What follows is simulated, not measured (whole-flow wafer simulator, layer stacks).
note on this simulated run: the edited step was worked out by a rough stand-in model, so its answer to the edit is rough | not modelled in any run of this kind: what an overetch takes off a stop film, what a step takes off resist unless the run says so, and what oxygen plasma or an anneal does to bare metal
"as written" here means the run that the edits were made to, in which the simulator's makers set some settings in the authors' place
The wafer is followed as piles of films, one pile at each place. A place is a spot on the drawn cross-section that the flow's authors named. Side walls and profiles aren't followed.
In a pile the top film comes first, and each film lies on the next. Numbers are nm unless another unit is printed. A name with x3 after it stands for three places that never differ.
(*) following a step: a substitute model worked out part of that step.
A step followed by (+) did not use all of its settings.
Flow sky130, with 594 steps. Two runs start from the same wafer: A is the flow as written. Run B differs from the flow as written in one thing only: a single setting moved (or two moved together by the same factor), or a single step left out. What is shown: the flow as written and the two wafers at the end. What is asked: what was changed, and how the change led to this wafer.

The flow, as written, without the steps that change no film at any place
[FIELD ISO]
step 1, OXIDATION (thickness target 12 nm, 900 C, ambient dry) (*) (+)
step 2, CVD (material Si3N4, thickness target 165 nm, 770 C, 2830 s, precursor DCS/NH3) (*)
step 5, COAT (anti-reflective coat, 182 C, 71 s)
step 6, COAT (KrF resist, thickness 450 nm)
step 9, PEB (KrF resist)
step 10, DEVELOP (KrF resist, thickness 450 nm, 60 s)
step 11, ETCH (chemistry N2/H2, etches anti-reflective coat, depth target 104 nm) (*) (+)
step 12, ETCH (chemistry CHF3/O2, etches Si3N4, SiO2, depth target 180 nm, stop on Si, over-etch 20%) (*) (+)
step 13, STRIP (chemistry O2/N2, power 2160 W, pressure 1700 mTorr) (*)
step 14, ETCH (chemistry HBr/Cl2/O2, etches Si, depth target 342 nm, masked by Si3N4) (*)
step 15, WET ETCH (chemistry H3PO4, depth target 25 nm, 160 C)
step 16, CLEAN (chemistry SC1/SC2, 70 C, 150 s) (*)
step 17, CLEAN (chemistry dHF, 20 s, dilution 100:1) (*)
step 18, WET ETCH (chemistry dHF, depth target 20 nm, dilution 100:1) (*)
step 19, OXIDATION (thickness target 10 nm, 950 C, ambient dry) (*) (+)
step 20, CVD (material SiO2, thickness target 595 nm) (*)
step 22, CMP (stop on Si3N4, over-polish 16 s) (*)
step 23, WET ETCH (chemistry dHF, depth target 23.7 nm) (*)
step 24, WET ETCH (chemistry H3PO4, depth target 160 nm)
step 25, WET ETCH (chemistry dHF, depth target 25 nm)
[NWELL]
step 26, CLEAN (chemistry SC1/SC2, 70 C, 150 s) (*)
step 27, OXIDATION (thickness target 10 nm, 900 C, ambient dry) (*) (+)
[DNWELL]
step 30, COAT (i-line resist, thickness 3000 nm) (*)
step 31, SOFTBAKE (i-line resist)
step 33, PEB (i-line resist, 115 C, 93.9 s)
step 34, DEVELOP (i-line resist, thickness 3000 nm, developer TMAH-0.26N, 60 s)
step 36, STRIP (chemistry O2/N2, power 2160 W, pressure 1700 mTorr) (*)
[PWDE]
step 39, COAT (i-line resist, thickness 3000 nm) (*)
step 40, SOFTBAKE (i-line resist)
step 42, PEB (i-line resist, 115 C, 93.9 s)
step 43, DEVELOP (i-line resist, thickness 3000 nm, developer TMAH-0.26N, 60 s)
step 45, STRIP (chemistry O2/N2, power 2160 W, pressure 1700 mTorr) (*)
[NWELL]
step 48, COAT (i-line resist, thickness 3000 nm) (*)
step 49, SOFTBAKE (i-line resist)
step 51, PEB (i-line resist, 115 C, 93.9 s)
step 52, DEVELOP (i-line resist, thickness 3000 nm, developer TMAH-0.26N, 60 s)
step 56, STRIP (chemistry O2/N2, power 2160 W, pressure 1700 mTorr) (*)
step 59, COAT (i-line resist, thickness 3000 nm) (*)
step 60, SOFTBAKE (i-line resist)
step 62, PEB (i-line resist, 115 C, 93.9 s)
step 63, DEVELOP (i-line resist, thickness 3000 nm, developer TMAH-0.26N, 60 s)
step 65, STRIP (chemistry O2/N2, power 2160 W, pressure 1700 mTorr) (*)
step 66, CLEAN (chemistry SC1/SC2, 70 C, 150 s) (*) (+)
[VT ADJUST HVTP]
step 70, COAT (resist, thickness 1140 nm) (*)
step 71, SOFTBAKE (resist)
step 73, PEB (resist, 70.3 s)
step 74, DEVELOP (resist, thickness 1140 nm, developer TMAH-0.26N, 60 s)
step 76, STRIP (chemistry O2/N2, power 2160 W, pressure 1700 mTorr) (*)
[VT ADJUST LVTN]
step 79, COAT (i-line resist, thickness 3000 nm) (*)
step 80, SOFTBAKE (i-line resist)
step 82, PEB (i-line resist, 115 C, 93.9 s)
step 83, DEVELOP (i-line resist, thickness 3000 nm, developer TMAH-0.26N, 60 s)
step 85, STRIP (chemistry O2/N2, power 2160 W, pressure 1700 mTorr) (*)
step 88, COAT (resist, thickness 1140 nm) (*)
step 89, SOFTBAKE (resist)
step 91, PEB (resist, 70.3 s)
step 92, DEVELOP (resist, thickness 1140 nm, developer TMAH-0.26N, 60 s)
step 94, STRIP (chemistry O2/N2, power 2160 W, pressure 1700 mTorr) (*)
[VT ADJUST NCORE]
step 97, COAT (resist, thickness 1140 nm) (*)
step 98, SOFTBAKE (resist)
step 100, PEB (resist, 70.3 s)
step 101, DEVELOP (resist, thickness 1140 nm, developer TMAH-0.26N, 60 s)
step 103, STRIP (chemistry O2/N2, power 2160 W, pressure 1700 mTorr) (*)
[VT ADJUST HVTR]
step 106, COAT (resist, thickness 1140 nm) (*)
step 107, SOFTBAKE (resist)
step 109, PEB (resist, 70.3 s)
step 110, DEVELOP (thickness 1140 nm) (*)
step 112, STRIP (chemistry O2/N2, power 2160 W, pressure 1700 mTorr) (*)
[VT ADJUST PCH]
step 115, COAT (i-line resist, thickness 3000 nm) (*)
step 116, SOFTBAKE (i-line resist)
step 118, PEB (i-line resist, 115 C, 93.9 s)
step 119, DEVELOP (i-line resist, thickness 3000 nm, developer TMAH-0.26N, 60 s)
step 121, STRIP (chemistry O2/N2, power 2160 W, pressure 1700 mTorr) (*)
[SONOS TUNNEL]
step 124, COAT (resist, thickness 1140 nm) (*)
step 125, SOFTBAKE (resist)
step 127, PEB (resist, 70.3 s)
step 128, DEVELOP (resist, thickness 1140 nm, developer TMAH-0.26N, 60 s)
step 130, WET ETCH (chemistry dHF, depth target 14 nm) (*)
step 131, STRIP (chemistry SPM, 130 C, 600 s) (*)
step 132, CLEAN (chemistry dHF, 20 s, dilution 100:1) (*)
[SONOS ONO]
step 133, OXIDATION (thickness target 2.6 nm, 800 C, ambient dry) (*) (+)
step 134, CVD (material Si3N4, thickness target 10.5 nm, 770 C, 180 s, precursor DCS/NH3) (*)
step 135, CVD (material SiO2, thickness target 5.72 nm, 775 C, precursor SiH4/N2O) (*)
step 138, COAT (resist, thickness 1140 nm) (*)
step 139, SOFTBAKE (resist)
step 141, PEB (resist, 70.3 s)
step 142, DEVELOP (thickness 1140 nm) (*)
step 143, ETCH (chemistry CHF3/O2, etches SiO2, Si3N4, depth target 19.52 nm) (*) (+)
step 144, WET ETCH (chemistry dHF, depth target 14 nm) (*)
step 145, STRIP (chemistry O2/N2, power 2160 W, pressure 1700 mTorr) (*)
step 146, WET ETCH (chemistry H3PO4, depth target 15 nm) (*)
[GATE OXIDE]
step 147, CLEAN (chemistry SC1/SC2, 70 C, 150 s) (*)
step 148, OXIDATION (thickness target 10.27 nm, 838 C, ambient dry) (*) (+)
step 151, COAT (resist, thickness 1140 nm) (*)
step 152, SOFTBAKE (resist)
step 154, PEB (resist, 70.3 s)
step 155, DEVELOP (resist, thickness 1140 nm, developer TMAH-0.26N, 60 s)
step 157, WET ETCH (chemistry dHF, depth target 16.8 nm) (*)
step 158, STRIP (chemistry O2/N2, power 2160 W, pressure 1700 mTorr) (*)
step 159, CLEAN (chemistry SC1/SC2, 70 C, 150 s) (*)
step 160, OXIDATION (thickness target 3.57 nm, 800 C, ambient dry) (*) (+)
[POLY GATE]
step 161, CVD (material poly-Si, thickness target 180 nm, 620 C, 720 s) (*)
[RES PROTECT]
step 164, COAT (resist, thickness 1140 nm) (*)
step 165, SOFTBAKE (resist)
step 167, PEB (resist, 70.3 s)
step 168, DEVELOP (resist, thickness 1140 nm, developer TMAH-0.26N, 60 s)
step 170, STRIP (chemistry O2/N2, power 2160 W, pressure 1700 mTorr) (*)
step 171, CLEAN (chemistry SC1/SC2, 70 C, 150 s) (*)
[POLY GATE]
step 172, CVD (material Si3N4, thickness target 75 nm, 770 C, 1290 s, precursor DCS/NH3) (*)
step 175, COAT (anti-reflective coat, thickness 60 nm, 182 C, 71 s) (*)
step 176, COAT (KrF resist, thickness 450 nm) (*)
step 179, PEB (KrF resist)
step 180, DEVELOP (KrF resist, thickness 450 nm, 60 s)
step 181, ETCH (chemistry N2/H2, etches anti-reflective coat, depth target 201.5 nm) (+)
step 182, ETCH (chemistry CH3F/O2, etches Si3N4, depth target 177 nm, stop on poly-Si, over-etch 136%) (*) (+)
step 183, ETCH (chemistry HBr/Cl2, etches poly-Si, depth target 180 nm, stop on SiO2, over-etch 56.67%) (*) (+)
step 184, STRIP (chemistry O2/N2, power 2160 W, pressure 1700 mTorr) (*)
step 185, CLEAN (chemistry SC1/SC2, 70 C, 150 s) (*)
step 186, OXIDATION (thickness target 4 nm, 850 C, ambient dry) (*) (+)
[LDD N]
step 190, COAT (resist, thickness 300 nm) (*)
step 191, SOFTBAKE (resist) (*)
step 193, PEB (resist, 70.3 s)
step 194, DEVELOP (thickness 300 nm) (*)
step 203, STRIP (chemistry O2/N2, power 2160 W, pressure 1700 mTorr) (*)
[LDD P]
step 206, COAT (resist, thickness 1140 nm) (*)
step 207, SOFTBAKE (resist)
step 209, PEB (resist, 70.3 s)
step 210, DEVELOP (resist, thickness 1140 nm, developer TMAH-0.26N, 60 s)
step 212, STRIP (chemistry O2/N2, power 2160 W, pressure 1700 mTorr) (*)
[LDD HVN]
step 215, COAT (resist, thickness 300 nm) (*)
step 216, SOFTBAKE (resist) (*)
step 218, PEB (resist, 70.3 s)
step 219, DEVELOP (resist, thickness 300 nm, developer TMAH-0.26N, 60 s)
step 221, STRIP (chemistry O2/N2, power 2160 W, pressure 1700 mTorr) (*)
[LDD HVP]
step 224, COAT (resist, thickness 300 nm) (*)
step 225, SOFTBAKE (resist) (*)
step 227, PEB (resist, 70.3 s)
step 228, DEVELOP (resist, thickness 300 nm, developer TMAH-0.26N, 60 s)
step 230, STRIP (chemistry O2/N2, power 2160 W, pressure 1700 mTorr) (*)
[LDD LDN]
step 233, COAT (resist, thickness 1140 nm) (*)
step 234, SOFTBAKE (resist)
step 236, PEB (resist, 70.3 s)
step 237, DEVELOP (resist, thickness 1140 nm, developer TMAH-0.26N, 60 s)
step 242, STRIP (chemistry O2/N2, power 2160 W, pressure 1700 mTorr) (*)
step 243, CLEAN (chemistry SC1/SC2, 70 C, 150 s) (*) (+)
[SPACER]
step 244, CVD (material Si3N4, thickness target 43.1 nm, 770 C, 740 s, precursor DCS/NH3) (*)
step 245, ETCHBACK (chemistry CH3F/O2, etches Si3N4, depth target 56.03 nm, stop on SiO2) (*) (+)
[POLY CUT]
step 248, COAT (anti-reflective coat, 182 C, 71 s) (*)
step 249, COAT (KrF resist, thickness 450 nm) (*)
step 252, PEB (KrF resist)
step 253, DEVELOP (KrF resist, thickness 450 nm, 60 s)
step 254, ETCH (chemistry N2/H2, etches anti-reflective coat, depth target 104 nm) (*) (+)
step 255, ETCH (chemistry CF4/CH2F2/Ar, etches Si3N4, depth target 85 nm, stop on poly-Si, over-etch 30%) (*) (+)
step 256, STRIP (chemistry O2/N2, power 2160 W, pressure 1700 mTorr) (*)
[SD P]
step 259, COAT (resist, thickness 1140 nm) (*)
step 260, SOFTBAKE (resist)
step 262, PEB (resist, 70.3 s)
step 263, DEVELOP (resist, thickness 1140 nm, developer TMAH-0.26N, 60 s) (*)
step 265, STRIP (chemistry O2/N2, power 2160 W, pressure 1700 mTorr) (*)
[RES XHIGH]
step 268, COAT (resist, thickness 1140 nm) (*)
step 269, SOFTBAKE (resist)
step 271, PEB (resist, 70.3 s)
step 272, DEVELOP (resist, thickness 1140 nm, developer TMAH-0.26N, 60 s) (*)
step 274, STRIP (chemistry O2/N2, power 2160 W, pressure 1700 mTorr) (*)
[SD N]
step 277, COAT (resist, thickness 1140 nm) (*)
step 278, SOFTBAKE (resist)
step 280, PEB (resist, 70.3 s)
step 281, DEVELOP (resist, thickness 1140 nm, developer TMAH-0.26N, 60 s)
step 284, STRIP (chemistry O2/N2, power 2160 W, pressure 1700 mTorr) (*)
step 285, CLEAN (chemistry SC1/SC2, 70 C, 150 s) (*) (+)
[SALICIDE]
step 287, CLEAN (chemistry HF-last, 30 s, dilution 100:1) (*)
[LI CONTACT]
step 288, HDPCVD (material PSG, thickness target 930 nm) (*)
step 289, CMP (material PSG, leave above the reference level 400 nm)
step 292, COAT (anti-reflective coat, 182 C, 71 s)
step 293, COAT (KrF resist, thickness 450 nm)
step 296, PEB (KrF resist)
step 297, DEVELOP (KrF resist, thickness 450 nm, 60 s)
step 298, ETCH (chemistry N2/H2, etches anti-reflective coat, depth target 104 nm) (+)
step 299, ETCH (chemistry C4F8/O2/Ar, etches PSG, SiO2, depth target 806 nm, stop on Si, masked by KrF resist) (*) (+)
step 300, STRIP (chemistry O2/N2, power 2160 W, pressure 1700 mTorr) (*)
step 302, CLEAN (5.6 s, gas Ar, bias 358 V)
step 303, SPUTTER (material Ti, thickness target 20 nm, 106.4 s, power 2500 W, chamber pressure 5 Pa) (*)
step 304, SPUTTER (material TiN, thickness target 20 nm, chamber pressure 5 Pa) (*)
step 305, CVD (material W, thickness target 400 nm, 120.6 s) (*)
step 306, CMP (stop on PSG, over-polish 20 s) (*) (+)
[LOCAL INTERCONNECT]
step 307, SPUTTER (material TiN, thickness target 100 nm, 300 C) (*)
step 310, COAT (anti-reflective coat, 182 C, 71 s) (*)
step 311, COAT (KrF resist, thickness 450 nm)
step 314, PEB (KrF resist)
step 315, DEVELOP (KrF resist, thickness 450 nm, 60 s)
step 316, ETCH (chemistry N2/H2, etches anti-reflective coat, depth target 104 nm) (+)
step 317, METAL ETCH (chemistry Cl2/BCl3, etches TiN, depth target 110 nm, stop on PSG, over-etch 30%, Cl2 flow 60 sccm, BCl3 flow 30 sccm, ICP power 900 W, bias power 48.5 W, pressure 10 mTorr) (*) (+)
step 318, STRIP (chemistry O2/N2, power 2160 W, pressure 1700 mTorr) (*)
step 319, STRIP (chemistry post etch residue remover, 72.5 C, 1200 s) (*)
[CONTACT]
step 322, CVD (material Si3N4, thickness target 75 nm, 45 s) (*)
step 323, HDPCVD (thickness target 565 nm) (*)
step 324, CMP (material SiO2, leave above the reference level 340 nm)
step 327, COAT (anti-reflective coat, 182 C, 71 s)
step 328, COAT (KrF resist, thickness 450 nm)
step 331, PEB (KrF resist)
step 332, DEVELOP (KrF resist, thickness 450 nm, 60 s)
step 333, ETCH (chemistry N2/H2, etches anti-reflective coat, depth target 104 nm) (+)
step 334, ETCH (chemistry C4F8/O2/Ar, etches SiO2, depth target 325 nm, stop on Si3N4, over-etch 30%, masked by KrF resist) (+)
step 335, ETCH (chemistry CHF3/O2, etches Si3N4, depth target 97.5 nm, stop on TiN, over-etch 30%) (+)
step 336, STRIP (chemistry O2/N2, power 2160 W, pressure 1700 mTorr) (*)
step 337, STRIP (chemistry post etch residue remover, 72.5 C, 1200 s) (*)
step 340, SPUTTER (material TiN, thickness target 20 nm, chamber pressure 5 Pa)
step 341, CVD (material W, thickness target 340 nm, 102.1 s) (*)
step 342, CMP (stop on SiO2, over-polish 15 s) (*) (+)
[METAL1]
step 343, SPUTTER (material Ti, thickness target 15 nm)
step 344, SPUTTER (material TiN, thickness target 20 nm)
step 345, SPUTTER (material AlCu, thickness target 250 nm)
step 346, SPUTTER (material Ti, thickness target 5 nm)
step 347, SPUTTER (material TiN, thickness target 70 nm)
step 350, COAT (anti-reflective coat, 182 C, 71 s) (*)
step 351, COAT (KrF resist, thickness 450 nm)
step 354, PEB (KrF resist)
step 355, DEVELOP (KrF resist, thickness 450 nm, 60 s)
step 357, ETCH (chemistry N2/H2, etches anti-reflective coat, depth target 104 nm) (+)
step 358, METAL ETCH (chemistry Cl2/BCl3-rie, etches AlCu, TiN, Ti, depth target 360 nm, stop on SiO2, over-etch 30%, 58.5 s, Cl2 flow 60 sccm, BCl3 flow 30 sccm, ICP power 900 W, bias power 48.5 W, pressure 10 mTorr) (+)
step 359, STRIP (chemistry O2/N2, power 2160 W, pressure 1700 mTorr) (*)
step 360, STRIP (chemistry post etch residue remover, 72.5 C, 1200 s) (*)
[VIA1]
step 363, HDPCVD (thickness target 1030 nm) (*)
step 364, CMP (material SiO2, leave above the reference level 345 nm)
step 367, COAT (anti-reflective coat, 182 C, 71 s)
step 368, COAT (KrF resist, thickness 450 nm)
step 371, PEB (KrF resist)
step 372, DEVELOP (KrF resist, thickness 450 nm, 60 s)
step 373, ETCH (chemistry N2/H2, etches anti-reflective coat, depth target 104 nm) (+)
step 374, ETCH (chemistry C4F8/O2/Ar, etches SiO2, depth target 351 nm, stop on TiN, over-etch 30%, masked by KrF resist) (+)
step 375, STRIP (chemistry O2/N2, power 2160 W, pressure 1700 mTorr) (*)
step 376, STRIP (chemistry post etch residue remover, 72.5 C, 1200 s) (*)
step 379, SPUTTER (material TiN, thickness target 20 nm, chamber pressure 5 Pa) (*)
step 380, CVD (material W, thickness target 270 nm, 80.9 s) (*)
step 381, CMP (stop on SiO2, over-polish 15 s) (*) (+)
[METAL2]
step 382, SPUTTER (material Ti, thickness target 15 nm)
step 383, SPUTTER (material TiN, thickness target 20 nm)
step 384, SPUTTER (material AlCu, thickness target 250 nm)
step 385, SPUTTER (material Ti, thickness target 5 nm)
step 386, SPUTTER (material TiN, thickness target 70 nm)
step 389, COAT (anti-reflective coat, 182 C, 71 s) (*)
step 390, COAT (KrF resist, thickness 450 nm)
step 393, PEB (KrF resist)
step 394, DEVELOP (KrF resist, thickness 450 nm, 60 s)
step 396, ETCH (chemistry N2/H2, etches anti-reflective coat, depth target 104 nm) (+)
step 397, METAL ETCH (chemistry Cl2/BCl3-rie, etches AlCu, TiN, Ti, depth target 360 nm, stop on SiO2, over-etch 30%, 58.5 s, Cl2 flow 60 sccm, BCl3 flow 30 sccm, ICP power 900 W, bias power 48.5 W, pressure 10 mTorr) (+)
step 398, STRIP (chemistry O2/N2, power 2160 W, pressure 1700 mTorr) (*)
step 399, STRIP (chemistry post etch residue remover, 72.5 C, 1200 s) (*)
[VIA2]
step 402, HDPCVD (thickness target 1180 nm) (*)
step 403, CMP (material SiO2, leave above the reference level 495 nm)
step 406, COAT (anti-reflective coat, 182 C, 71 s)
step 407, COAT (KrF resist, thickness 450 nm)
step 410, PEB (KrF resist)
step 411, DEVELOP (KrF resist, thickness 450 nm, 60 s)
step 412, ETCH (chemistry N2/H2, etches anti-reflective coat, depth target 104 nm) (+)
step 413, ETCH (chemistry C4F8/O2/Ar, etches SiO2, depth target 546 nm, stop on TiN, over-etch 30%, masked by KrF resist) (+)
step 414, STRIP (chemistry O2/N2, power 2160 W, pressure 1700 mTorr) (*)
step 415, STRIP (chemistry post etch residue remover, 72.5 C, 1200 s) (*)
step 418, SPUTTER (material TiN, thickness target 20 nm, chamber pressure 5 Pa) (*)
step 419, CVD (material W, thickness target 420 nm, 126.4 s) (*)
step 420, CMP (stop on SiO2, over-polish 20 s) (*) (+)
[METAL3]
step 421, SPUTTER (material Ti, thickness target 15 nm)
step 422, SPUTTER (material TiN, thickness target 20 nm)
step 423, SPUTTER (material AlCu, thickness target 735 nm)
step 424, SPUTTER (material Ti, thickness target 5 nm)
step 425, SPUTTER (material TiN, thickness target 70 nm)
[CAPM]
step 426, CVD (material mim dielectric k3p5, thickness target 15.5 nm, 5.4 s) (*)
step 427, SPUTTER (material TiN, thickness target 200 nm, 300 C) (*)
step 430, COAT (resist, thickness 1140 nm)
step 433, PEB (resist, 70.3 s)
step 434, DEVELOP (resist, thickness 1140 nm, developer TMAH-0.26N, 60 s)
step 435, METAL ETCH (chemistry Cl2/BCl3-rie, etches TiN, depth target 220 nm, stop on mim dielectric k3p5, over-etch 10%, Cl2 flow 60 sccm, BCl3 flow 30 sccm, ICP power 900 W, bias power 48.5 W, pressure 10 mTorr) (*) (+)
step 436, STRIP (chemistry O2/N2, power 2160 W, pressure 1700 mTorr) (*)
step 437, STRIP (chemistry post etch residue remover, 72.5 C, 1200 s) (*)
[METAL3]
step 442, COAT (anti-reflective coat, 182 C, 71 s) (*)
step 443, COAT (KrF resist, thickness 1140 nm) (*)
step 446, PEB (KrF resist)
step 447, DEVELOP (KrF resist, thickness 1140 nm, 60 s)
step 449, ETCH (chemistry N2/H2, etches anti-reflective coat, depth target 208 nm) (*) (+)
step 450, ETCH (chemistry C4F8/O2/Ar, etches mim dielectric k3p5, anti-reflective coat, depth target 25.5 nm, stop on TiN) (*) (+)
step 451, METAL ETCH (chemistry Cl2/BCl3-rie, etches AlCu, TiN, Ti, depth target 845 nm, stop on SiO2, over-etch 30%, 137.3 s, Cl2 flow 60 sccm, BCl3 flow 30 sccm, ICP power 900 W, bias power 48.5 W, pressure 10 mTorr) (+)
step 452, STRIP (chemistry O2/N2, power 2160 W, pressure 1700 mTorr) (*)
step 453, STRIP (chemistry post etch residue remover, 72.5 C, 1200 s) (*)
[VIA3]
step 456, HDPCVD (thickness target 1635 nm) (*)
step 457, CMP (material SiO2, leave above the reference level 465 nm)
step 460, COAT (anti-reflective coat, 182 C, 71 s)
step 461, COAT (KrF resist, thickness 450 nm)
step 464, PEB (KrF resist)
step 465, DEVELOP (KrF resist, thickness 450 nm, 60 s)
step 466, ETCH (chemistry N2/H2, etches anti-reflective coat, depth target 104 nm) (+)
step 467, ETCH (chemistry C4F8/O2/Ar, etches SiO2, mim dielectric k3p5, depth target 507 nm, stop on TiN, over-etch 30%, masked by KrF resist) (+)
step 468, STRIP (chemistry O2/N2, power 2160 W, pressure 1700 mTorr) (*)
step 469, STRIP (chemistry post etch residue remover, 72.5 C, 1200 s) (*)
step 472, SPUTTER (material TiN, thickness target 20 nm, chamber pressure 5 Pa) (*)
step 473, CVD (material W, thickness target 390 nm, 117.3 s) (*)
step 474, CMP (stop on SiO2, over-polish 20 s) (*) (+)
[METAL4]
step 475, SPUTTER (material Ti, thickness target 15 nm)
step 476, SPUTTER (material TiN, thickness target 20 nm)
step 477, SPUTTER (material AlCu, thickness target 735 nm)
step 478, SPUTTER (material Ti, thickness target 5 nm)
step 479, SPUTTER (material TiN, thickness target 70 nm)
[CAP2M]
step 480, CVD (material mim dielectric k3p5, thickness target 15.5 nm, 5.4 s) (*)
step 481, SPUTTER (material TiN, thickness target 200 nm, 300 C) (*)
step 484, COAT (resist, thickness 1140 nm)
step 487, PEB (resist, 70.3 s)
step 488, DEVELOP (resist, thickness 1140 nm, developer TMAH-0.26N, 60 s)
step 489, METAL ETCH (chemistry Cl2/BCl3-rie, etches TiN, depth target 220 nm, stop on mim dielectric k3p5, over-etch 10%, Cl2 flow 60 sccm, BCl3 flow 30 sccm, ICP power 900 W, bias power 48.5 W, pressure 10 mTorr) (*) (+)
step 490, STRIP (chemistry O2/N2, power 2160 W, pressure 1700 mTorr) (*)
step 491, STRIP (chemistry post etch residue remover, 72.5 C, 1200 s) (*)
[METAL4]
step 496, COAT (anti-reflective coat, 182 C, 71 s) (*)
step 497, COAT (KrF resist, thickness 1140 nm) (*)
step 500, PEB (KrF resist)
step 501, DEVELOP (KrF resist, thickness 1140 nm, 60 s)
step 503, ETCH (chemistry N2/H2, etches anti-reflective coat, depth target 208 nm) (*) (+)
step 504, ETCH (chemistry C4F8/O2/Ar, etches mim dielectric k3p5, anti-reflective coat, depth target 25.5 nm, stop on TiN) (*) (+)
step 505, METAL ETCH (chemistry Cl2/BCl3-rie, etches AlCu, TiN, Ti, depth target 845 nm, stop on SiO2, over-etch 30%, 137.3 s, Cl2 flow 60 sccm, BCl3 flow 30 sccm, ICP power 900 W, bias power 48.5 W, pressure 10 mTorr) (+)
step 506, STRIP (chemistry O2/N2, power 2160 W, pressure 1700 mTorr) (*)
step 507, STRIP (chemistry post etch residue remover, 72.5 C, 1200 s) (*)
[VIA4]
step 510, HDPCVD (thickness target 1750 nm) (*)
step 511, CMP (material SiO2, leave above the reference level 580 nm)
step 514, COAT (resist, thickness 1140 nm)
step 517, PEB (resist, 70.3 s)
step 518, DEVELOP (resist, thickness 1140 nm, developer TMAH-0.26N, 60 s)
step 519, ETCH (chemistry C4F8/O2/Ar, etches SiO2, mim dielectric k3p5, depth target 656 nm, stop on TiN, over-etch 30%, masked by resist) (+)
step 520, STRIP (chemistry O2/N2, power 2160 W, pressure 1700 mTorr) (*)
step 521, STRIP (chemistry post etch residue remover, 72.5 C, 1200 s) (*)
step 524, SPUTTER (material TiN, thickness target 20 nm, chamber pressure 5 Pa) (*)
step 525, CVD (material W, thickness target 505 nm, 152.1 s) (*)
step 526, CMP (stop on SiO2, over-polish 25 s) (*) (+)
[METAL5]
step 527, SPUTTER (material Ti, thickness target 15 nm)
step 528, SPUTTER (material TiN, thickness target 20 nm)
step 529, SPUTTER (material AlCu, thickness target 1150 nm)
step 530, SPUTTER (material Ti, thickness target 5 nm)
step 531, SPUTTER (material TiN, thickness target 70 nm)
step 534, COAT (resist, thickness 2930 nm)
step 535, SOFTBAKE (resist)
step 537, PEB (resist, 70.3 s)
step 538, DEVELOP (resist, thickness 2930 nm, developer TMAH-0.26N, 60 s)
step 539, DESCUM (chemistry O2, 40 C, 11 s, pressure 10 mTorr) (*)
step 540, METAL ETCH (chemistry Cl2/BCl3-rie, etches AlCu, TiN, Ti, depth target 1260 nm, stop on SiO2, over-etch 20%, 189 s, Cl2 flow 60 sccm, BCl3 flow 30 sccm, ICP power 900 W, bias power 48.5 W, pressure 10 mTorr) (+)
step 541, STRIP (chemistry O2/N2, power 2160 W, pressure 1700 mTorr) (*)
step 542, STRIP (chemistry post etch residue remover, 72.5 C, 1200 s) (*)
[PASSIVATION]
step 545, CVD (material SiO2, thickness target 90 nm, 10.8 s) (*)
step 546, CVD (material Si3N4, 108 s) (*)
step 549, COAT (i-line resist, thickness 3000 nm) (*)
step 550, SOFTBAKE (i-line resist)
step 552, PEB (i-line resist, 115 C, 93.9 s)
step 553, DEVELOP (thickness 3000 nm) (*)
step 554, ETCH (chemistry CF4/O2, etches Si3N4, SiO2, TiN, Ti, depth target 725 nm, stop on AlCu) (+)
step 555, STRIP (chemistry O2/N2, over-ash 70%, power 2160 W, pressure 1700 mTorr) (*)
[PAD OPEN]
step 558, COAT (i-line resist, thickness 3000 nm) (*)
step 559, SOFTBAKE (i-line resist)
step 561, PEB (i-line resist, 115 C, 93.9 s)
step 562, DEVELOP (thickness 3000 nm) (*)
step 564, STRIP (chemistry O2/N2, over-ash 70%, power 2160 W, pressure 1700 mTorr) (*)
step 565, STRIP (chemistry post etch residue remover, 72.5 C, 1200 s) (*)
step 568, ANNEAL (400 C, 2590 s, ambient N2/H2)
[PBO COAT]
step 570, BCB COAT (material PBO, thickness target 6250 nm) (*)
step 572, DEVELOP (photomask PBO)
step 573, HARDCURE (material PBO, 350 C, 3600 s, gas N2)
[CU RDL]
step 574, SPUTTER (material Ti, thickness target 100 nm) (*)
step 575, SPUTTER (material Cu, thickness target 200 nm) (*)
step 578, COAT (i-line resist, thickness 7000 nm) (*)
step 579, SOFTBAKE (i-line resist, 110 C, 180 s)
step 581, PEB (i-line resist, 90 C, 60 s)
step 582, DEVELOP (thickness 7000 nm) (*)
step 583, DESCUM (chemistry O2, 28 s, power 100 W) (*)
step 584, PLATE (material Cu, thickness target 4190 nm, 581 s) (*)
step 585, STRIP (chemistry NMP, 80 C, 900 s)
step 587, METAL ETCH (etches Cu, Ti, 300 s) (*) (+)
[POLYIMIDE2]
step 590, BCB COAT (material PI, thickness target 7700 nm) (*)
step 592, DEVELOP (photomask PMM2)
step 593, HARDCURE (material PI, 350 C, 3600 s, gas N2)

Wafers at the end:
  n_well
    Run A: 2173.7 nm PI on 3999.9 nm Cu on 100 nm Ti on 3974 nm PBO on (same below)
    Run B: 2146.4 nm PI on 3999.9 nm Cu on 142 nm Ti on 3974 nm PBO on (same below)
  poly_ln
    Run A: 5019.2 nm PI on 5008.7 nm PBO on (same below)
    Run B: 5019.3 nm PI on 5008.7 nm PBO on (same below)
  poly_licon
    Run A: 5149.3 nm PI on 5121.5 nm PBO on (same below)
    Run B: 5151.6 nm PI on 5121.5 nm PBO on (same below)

What caused this: step 574, SPUTTER: thickness target 142 nm was run, while the flow as written has thickness target 100 nm.
The wafer itself shows it: n_well has Ti 142, and step 574 as written asks for 100 nm.

The path from the change to this, step by step:
  step 574, SPUTTER (material Ti, thickness target 100 nm) (*)
      field, active, n_well and 190 more: A Ti gains 100 (new film) | B Ti gains 142 (new film)
  step 587, METAL ETCH (etches Cu, Ti, 300 s) (*) (+)
      field, active, gate and 167 more: A Cu loses 200 (all of it), Ti loses 100 (all of it) | B Cu loses 200 (all of it), Ti loses 142 (all of it)
  step 590, BCB COAT (material PI, thickness target 7700 nm) (*)
      de16_gate_nw: A PI gains 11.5 um (new film) | B PI gains 11.54 um (new film)
